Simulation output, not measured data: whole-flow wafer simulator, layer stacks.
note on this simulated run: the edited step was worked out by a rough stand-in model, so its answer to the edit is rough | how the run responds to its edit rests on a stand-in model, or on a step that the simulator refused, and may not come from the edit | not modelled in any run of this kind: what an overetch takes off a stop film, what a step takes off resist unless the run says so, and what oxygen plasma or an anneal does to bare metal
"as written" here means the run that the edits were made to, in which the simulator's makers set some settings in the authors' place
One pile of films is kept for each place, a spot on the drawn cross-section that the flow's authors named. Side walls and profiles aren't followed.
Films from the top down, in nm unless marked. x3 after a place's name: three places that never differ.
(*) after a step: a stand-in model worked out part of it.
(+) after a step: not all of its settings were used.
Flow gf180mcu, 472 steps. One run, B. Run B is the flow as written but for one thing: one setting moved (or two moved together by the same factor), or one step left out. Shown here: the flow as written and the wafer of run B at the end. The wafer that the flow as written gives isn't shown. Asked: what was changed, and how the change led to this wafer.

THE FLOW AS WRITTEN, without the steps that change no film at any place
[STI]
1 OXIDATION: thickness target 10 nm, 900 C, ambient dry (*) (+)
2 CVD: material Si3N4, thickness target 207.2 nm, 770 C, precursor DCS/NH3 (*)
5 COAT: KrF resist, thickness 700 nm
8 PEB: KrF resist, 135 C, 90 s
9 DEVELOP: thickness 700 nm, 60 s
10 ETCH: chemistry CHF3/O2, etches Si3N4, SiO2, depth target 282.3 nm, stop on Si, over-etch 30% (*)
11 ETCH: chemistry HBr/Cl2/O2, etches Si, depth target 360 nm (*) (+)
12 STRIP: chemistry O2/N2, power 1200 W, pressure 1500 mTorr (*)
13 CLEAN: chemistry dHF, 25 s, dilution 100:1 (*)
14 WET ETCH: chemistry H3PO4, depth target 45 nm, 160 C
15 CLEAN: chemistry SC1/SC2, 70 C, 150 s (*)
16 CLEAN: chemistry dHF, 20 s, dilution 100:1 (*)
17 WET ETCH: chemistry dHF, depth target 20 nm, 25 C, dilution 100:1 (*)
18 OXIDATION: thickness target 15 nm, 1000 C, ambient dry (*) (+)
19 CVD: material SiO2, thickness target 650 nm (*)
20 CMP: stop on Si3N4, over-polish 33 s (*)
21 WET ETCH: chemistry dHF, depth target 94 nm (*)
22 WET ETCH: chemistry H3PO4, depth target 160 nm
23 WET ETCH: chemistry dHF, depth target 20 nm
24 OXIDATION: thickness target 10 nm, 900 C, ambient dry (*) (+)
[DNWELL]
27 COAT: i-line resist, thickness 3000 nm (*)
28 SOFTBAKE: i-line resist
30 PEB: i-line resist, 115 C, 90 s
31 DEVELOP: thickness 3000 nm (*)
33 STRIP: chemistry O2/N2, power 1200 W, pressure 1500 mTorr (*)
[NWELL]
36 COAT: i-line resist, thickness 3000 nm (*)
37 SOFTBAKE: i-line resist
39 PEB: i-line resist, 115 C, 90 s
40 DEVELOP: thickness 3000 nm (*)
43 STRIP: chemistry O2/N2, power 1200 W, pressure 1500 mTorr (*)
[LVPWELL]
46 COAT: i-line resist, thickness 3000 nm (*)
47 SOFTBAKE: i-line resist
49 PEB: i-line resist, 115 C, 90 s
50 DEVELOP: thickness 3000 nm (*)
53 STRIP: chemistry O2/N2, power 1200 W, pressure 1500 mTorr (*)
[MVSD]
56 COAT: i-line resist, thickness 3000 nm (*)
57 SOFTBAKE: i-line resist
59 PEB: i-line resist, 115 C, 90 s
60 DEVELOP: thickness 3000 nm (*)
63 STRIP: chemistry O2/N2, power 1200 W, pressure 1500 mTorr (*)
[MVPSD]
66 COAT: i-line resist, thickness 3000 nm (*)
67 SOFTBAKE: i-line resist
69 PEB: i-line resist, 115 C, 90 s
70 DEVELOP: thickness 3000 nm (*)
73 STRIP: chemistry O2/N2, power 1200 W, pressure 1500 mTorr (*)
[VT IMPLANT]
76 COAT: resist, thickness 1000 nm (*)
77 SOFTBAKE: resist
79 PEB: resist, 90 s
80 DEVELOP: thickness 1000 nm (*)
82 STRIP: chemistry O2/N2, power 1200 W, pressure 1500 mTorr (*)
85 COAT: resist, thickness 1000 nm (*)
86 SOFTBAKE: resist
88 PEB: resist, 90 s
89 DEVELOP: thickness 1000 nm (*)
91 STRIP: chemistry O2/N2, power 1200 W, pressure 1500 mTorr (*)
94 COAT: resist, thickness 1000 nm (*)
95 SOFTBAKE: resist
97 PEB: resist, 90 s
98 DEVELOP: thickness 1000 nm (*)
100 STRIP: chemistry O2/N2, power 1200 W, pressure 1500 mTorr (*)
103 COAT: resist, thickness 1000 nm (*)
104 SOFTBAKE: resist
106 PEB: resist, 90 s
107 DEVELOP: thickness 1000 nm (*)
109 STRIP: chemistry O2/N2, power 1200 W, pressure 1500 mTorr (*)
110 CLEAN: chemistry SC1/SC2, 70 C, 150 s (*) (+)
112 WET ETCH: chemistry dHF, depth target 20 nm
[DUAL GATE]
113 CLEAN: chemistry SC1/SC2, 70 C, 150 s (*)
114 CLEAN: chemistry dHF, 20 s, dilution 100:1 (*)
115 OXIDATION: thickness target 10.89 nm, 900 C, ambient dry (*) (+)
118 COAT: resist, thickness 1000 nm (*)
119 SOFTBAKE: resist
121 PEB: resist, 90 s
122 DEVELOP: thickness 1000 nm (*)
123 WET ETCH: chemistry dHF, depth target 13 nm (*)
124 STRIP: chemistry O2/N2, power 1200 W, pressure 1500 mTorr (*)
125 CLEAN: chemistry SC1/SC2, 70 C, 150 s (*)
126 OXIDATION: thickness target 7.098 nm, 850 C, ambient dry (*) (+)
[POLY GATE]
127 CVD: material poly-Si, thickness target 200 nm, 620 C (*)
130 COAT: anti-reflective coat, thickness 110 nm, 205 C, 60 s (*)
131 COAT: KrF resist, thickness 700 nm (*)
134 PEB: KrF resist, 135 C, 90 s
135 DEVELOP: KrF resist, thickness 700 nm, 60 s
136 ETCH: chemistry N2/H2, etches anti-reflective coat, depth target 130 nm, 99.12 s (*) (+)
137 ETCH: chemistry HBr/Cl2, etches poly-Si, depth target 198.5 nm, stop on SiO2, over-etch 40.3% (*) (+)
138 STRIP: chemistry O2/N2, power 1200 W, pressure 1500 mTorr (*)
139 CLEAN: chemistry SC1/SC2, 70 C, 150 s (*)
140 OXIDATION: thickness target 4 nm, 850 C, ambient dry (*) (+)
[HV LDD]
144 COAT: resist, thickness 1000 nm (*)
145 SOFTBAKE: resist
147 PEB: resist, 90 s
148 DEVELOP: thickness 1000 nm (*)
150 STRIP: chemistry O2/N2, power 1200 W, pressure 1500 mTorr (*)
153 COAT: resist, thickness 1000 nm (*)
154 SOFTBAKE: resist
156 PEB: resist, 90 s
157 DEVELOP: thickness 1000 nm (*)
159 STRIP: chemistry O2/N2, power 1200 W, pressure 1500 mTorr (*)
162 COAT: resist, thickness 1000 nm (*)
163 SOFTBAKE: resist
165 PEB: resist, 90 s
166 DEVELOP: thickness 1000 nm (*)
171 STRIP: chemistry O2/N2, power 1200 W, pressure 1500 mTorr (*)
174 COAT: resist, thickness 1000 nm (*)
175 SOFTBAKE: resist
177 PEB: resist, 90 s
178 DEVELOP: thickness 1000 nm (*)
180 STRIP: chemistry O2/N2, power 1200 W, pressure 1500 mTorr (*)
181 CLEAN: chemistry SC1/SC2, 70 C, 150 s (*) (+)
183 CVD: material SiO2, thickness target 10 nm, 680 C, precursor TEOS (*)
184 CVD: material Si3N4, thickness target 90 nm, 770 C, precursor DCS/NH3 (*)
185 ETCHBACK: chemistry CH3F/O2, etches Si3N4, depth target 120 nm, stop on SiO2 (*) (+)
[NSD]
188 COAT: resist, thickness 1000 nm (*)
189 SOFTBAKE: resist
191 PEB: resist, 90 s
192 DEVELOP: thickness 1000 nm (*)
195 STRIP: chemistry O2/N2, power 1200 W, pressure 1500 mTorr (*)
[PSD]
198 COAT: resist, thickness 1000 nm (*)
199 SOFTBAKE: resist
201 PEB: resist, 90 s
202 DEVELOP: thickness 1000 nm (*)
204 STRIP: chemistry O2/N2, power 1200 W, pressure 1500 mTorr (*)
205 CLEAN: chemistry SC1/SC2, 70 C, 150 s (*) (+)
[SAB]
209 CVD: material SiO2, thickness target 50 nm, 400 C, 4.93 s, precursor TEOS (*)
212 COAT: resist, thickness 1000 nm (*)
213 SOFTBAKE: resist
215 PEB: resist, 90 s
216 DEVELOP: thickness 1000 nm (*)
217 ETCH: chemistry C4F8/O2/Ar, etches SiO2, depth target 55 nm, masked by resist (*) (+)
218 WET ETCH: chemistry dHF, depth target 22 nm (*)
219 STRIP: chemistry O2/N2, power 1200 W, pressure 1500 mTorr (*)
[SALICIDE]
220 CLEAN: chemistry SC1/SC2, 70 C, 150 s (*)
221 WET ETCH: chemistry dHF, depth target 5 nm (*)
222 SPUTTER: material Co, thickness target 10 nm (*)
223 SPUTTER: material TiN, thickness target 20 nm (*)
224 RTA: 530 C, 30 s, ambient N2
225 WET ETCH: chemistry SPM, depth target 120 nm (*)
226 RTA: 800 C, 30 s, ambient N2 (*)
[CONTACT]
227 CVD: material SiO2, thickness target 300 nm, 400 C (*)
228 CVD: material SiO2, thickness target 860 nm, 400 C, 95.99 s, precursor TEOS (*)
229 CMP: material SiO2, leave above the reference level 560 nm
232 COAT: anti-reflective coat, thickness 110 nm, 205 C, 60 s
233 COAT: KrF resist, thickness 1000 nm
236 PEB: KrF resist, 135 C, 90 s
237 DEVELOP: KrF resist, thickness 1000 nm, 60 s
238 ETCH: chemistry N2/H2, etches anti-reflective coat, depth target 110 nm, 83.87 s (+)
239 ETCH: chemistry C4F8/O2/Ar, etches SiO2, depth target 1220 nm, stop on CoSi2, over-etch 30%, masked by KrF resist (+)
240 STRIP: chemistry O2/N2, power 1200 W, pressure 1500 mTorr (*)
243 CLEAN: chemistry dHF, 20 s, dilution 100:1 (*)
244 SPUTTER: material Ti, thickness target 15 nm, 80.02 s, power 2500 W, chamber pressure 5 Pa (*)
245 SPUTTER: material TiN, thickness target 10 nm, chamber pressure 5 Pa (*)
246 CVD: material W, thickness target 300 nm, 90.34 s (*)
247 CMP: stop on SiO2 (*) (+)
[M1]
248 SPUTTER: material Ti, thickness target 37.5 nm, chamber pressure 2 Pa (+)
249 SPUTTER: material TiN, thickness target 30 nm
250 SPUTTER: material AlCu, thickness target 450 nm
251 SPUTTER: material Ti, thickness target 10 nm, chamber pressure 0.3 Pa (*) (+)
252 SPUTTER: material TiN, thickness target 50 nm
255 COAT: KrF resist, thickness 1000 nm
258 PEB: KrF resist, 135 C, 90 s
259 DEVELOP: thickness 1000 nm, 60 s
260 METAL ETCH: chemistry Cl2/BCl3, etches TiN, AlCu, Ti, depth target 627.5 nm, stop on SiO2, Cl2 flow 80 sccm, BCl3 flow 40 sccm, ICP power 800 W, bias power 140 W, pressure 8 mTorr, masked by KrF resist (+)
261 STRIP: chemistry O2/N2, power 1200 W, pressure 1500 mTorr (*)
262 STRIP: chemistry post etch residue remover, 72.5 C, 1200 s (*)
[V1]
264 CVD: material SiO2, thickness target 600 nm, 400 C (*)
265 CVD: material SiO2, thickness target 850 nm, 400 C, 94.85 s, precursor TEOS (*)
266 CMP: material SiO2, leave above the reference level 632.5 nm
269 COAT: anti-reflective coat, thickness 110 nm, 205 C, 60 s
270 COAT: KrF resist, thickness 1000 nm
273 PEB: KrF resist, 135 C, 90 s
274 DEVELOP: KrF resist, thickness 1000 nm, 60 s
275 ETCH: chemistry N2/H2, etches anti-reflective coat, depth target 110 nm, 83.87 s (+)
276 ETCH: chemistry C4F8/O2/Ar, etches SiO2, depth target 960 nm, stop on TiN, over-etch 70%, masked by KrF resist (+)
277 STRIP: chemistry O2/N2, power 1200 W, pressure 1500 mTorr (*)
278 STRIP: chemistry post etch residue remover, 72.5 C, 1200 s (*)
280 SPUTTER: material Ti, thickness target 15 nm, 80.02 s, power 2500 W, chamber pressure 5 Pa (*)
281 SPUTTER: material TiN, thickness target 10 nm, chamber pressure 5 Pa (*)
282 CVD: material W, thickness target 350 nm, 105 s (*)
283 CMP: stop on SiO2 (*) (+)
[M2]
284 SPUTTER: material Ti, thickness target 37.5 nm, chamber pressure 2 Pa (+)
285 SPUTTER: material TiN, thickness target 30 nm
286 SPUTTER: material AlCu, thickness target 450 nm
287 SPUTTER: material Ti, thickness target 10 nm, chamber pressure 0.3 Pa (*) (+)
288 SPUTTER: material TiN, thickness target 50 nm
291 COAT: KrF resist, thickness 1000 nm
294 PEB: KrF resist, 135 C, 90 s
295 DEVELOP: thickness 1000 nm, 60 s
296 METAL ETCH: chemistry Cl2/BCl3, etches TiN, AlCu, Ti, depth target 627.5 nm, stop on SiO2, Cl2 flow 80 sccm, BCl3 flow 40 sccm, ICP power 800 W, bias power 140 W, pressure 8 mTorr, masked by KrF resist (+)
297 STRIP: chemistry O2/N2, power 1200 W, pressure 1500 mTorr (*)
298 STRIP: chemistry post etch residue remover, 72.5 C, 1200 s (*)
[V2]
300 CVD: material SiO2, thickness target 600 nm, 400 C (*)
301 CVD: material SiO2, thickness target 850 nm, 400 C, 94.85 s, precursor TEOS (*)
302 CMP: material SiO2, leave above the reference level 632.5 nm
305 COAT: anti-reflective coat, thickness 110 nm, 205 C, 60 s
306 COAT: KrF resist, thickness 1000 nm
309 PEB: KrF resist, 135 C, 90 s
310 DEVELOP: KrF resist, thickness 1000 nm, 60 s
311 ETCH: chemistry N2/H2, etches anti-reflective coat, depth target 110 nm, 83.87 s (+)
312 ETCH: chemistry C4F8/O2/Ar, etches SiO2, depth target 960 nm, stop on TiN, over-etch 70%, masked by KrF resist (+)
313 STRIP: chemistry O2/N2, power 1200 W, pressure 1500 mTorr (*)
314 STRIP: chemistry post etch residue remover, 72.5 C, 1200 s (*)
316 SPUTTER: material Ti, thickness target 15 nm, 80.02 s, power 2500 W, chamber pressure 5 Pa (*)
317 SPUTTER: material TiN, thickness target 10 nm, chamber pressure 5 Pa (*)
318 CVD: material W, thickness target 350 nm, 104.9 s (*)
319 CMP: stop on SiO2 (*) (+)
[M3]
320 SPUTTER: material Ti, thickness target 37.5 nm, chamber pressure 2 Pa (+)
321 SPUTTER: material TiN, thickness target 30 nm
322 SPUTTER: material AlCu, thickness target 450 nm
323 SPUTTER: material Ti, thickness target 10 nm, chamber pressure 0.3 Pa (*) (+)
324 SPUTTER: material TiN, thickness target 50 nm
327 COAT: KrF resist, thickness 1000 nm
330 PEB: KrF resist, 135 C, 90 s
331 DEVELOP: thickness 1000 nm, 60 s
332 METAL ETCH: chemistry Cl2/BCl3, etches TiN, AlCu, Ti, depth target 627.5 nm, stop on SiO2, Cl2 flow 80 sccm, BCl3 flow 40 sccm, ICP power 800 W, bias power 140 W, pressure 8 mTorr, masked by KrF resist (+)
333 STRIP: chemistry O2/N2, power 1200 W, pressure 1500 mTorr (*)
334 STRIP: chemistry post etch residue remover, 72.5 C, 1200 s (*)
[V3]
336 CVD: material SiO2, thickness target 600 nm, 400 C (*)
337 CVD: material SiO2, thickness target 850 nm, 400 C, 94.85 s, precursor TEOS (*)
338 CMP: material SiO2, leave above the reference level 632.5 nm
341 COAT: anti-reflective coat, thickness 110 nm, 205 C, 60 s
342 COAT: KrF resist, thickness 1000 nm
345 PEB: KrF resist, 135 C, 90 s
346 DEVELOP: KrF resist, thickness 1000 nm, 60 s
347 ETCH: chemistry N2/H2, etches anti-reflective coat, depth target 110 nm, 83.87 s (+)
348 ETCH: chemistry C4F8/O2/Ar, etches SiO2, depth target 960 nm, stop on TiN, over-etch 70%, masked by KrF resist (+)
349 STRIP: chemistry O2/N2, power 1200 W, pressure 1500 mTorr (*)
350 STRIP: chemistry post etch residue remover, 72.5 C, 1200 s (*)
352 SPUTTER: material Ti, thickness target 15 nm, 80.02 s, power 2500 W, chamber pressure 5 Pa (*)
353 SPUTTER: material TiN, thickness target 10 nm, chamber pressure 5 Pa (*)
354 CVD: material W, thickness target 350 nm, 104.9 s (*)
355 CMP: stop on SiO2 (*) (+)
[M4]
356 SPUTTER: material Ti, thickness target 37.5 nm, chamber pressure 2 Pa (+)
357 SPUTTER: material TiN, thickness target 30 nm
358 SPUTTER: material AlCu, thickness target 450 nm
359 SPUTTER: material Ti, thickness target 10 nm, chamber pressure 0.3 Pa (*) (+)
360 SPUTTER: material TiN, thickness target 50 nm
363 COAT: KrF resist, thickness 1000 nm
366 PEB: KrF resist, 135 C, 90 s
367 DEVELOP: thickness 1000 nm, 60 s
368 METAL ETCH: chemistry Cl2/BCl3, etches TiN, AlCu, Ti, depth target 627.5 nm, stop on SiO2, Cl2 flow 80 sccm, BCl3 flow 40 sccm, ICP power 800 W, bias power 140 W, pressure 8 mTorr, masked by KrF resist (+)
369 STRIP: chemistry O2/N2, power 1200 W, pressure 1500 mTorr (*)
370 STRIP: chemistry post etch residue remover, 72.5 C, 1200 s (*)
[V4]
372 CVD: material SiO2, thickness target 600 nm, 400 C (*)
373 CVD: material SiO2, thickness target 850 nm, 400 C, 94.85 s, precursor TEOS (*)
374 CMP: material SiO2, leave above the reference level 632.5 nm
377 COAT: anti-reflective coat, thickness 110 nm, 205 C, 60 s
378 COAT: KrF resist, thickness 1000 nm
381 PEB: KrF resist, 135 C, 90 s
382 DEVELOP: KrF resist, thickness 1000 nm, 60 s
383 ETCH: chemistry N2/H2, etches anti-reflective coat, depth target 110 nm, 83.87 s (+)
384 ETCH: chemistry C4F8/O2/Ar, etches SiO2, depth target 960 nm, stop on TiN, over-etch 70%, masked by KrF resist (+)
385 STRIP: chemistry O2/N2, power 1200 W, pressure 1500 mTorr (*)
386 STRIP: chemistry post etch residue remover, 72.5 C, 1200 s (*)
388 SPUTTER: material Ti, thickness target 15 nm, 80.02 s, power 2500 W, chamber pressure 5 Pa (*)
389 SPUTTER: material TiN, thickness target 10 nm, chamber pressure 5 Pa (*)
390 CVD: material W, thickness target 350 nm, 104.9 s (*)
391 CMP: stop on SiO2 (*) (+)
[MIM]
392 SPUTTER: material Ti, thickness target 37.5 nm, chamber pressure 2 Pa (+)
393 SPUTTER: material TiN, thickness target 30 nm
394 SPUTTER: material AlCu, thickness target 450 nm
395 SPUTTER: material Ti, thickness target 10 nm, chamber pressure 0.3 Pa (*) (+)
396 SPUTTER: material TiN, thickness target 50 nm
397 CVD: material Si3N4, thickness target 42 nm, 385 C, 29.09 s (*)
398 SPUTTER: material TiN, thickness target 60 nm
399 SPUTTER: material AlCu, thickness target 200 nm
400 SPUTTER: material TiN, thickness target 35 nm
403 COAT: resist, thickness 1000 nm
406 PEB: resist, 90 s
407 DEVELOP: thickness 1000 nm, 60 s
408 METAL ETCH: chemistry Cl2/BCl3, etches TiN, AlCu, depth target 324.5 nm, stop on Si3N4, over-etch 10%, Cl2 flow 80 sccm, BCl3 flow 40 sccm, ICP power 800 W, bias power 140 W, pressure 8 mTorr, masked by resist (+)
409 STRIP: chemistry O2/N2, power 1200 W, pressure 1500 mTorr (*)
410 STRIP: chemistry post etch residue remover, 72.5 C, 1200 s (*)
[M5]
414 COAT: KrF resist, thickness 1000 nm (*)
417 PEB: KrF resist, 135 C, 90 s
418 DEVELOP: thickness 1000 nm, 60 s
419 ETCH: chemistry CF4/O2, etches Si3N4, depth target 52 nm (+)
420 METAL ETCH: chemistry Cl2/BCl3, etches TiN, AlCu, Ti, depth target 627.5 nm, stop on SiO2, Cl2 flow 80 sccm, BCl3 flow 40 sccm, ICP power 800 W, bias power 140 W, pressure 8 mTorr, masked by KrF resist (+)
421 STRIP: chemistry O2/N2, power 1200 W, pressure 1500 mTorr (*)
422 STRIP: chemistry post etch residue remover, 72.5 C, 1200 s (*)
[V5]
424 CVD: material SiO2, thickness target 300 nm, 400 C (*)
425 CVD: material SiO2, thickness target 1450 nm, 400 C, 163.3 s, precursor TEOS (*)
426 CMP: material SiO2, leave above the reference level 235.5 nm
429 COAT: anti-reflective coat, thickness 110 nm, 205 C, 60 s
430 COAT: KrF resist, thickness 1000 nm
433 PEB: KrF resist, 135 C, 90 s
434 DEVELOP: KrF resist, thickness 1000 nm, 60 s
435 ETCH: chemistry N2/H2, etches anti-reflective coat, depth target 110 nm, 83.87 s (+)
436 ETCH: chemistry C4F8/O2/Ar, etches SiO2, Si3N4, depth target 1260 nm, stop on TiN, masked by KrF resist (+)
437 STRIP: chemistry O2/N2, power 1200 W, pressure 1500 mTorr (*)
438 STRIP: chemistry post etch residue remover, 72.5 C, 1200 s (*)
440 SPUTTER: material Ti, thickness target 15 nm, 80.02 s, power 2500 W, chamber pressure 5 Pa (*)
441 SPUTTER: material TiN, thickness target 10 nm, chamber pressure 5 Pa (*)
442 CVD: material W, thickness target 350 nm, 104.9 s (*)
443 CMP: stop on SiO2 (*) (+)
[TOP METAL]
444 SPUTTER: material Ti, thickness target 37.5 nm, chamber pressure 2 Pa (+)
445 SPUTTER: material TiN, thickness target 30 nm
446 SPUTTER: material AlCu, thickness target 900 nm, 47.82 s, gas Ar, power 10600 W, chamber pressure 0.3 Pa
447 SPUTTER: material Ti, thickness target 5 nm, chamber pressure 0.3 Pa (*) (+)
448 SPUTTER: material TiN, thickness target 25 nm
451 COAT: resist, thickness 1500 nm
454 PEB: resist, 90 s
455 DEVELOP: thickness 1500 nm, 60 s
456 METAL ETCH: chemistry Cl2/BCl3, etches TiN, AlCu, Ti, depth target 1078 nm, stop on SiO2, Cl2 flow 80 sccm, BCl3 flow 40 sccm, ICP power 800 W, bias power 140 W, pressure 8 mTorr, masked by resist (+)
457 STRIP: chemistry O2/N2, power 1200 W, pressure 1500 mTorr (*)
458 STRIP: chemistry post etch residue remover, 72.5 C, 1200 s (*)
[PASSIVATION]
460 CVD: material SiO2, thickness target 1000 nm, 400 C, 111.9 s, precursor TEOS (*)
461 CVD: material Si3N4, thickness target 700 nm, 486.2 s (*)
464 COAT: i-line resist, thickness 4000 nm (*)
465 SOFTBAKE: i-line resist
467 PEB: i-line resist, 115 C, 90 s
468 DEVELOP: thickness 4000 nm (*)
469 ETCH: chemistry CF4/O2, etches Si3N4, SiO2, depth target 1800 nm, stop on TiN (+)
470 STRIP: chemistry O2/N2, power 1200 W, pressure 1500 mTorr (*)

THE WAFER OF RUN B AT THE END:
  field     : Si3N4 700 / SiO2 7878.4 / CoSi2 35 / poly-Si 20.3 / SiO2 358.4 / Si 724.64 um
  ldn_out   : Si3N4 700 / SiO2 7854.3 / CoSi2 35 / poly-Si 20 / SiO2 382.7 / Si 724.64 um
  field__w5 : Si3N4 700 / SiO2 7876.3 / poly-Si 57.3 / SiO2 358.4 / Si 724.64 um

The cause: step 137, ETCH: depth target 99.2 nm was run, where the flow has depth target 198.5 nm.

How the change led to this, step by step:
  137 ETCH: chemistry HBr/Cl2, etches poly-Si, depth target 198.5 nm, stop on SiO2, over-etch 40.3% (*) (+)
      field, field__w3, field__w12 and 10 more: poly-Si -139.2 (as written it would be: poly-Si -198.6 (all of it), SiO2 -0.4)
      active, n_well, sd_p and 9 more: poly-Si -139.2 (as written it would be: poly-Si -198.7 (all of it), SiO2 -0.4)
      (and at 67 more places)
  138 STRIP: chemistry O2/N2, power 1200 W, pressure 1500 mTorr (*)
      field, field__w1, field__w2 and 61 more: chemical SiO2 +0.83 (new film), poly-Si -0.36 (as written it would be: nothing)
      gate: chemical SiO2 +0.63 (new film), KrF resist -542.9 (all of it), anti-reflective coat -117 (all of it), poly-Si -0.28 (as written it would be: chemical SiO2 +0.62 (new film), KrF resist -496.5 (all of it), anti-reflective coat -117 (all of it), poly-Si -0.27)
      (and at 27 more places)
  139 CLEAN: chemistry SC1/SC2, 70 C, 150 s (*)
      field, field__w1, field__w2 and 34 more: chemical SiO2 -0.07, poly-Si -0.27 (as written it would be: SiO2 -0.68)
  140 OXIDATION: thickness target 4 nm, 850 C, ambient dry (*) (+)
      field, field__w1, field__w2 and 21 more: SiO2 +4 (new film), chemical SiO2 -0.76 (all of it), poly-Si -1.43 (as written it would be: SiO2 +0.15, Si -0.07)
      active_hv, active_nat, ld_sd_n and 11 more: SiO2 +4 (new film), chemical SiO2 -0.76 (all of it), poly-Si -1.43 (as written it would be: SiO2 +0.96, Si -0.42)
      (and at 26 more places)
  144 COAT: resist, thickness 1000 nm (*)
      polyc_n, polyc_p: resist +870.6 (new film) (as written it would be: resist +817.8 (new film))
      gate: resist +889.5 (new film) (as written it would be: resist +837.4 (new film))
      (and at 25 more places)
  145 SOFTBAKE: resist
      nw_enc_fld_lv__w3: resist -0.15 (as written it would be: resist +0.39)
      ldn_sep, ldp_sep__w1: resist +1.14 (as written it would be: resist +1.69)
      (and at 26 more places)
  147 PEB: resist, 90 s
      npoly_u, gate_p_hv5: resist -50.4 (as written it would be: resist -47.4)
      polyc_n, polyc_p: resist -49.3 (as written it would be: resist -46.1)
      (and at 25 more places)
  148 DEVELOP: thickness 1000 nm (*)
      gate: resist -838.5 (all of it) (as written it would be: resist -789.1 (all of it))
      npoly_u: resist -837.1 (all of it) (as written it would be: resist -790.2 (all of it))
      (and at 3 more places)
  150 STRIP: chemistry O2/N2, power 1200 W, pressure 1500 mTorr (*)
      gate_hv: resist -840.2 (all of it) (as written it would be: resist -795.2 (all of it))
      gate_p: resist -842.8 (all of it) (as written it would be: resist -795.2 (all of it))
      (and at 21 more places)
  153 COAT: resist, thickness 1000 nm (*)
      polyc_n, polyc_p: resist +870.6 (new film) (as written it would be: resist +817.8 (new film))
      gate: resist +889.5 (new film) (as written it would be: resist +837.4 (new film))
      (and at 25 more places)
  154 SOFTBAKE: resist
      nw_enc_fld_lv__w3: resist -0.15 (as written it would be: resist +0.39)
      ldn_sep, ldp_sep__w1: resist +1.14 (as written it would be: resist +1.69)
      (and at 26 more places)
  156 PEB: resist, 90 s
      npoly_u, gate_p_hv5: resist -50.4 (as written it would be: resist -47.4)
      polyc_n, polyc_p: resist -49.3 (as written it would be: resist -46.1)
      (and at 25 more places)
  157 DEVELOP: thickness 1000 nm (*)
      gate_p: resist -842.8 (all of it) (as written it would be: resist -795.2 (all of it))
      ppoly_u: resist -839.2 (all of it) (as written it would be: resist -793.1 (all of it))
      (and at 3 more places)
  159 STRIP: chemistry O2/N2, power 1200 W, pressure 1500 mTorr (*)
      gate: resist -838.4 (all of it) (as written it would be: resist -789.1 (all of it))
      gate_hv: resist -840.2 (all of it) (as written it would be: resist -795.2 (all of it))
      (and at 21 more places)
  162 COAT: resist, thickness 1000 nm (*)
      polyc_n, polyc_p: resist +870.6 (new film) (as written it would be: resist +817.8 (new film))
      gate: resist +889.5 (new film) (as written it would be: resist +837.4 (new film))
      (and at 25 more places)
  163 SOFTBAKE: resist
      nw_enc_fld_lv__w3: resist -0.15 (as written it would be: resist +0.39)
      ldn_sep, ldp_sep__w1: resist +1.14 (as written it would be: resist +1.69)
      (and at 26 more places)
  ... 36 more steps ...
  246 CVD: material W, thickness target 300 nm, 90.34 s (*)
      polyc_n, polyc_p: W +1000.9 (new film) (as written it would be: W +936 (new film))
Counting metal films that touch as one body, field has 1 body; the flow as written gives 0 bodies.
Counting metal films that touch as one body, ldn_out has 1 body; the flow as written gives 0 bodies.
